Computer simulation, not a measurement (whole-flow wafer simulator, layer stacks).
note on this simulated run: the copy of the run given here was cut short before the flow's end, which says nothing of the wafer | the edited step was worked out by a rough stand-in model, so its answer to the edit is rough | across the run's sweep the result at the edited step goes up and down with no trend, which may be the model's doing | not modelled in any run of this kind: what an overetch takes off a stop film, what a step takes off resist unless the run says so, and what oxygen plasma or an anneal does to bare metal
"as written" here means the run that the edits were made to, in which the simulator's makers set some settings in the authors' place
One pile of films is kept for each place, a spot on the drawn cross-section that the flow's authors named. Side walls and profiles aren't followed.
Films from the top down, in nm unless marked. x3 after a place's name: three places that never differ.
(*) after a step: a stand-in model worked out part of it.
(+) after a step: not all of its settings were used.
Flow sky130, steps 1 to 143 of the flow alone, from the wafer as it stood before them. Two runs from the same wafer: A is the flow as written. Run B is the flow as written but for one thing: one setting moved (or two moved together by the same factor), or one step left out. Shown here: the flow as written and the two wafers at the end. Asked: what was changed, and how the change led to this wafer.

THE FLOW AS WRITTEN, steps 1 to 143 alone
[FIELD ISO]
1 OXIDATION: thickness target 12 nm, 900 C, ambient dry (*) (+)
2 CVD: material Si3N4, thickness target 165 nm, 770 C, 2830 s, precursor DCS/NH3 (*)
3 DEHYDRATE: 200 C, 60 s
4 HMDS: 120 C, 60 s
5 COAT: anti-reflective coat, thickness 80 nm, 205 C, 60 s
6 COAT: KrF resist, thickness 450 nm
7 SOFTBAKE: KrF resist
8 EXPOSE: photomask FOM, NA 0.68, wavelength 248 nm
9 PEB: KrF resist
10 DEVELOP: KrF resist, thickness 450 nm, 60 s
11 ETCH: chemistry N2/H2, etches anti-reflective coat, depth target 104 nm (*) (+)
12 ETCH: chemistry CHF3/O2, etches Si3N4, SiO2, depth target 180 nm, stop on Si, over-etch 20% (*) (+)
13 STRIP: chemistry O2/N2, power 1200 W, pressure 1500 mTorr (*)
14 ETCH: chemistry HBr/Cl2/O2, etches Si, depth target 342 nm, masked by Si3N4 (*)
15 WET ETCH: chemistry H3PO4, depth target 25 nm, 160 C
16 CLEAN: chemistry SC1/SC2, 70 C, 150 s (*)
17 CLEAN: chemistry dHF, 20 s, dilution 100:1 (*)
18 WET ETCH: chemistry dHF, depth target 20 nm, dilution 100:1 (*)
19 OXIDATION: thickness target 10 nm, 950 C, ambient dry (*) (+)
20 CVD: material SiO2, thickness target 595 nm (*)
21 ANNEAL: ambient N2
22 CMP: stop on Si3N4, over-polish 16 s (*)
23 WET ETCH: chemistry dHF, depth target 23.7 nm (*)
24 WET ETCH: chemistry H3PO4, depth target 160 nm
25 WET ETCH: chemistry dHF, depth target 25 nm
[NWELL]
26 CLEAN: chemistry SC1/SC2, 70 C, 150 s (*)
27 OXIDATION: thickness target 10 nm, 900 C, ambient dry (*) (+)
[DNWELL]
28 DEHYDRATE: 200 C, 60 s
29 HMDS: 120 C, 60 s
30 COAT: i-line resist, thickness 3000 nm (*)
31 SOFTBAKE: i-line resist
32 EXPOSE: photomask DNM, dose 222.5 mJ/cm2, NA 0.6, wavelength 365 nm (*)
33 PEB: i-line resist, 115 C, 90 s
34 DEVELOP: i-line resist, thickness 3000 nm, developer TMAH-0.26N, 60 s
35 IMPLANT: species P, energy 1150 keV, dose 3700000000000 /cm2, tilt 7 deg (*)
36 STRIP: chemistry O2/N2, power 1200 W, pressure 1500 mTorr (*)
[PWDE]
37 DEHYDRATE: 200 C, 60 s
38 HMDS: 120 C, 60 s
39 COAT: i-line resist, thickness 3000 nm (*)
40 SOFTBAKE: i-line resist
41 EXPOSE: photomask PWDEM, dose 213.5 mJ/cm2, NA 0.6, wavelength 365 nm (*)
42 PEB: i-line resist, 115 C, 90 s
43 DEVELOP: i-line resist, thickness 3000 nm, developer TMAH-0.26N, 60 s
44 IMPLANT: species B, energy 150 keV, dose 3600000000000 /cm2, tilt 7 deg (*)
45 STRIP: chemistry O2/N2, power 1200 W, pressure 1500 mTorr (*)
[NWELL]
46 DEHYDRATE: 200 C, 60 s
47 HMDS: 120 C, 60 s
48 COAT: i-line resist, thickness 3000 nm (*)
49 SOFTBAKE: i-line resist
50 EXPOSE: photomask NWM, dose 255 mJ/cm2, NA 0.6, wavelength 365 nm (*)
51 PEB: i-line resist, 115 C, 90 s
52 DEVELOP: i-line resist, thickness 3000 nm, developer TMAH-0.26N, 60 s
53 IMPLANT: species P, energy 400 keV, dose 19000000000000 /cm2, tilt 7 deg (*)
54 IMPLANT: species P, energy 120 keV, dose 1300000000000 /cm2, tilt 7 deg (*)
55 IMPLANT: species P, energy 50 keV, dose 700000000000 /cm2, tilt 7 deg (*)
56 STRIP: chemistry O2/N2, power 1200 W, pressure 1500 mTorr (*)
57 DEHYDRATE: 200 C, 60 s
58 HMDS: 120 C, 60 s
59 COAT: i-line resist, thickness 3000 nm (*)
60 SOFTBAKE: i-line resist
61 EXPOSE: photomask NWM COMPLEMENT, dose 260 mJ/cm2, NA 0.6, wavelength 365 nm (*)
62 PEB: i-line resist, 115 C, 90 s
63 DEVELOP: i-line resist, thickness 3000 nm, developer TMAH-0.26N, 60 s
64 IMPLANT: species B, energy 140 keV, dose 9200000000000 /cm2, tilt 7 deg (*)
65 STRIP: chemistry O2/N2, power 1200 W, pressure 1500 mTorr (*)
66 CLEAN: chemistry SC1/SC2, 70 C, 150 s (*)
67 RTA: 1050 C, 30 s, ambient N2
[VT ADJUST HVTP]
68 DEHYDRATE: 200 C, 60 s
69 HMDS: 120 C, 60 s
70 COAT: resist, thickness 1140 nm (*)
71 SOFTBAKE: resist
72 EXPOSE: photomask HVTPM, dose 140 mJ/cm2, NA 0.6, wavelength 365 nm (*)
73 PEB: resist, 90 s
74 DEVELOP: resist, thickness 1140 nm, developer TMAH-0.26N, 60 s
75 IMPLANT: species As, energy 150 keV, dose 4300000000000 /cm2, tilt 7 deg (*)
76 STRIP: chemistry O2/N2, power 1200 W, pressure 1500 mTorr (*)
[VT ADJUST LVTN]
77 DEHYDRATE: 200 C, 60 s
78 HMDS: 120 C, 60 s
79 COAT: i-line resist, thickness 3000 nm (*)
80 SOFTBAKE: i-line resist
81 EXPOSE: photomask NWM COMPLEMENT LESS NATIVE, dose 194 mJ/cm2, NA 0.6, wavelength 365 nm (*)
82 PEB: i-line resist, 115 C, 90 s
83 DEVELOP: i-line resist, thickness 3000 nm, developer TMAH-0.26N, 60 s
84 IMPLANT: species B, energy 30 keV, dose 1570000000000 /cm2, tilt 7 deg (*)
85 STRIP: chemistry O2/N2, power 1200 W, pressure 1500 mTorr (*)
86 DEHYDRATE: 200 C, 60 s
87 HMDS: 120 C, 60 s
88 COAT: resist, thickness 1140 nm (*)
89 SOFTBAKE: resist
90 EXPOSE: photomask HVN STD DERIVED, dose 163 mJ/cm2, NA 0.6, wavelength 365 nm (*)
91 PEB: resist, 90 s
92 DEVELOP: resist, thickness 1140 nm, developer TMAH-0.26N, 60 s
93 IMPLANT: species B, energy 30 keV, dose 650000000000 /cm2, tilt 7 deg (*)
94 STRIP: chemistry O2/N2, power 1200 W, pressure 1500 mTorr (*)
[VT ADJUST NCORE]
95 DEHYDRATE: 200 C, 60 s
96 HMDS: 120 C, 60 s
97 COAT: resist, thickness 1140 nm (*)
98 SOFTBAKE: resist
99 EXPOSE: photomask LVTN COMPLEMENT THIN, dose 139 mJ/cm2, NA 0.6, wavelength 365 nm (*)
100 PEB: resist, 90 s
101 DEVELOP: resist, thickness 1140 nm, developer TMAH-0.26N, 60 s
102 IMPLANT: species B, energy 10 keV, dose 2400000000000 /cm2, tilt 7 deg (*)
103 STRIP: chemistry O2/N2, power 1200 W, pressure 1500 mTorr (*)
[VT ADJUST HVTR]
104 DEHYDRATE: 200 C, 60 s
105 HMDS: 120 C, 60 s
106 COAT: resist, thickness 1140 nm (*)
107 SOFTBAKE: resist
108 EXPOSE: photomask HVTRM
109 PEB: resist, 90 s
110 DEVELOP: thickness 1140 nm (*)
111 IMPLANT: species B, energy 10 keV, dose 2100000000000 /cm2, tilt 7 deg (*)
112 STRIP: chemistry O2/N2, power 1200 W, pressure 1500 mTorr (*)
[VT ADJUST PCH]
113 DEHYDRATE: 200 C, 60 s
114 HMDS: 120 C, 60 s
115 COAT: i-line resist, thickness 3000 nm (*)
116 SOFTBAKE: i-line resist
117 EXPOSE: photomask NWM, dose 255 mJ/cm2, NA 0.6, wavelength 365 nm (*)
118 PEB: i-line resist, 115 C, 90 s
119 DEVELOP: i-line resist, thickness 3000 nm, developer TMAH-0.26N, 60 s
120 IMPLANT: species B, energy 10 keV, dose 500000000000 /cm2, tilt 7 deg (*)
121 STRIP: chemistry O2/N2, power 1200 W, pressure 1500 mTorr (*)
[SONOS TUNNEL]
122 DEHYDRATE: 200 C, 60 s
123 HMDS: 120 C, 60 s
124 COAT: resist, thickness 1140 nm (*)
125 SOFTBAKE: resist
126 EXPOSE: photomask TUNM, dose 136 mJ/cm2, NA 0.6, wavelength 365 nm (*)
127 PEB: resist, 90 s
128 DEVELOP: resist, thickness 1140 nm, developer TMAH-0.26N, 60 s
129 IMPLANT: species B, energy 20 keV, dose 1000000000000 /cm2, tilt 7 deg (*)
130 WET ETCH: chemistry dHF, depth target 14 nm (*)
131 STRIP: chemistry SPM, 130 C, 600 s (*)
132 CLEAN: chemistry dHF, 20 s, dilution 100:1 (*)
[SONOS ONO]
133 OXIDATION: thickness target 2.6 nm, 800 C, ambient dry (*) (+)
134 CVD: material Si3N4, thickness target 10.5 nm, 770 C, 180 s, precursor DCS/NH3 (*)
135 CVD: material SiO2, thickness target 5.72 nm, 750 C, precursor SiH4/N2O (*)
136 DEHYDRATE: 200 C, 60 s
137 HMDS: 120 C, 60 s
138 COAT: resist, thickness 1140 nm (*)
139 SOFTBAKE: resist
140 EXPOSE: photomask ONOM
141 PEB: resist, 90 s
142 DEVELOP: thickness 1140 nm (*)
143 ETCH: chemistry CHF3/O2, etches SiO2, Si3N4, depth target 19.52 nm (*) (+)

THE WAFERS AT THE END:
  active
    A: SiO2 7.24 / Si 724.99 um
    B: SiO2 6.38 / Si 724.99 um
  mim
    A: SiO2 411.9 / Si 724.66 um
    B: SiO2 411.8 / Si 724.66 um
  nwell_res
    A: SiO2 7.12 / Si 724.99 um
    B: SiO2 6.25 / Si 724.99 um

The cause: step 133, OXIDATION: thickness target 1.43 nm was run, where the flow has thickness target 2.6 nm.

How the change led to this, step by step:
  133 OXIDATION: thickness target 2.6 nm, 800 C, ambient dry (*) (+)
      active, p_well x5, gate and 67 more: A SiO2 +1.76, Si -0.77 | B SiO2 +0.9, Si -0.39
      nwell_res, pplus_nw, gate_p and 22 more: A SiO2 +1.77, Si -0.78 | B SiO2 +0.9, Si -0.4
      (and at 4 more places)
  143 ETCH: chemistry CHF3/O2, etches SiO2, Si3N4, depth target 19.52 nm (*) (+)
      n_well, sonos_sd: A SiO2 -5.72 (all of it), Si3N4 -10.5 (all of it), SiO2 -2.6 (all of it), Si -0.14 | B SiO2 -5.72 (all of it), Si3N4 -10.5 (all of it), SiO2 -1.43 (all of it), Si -0.37
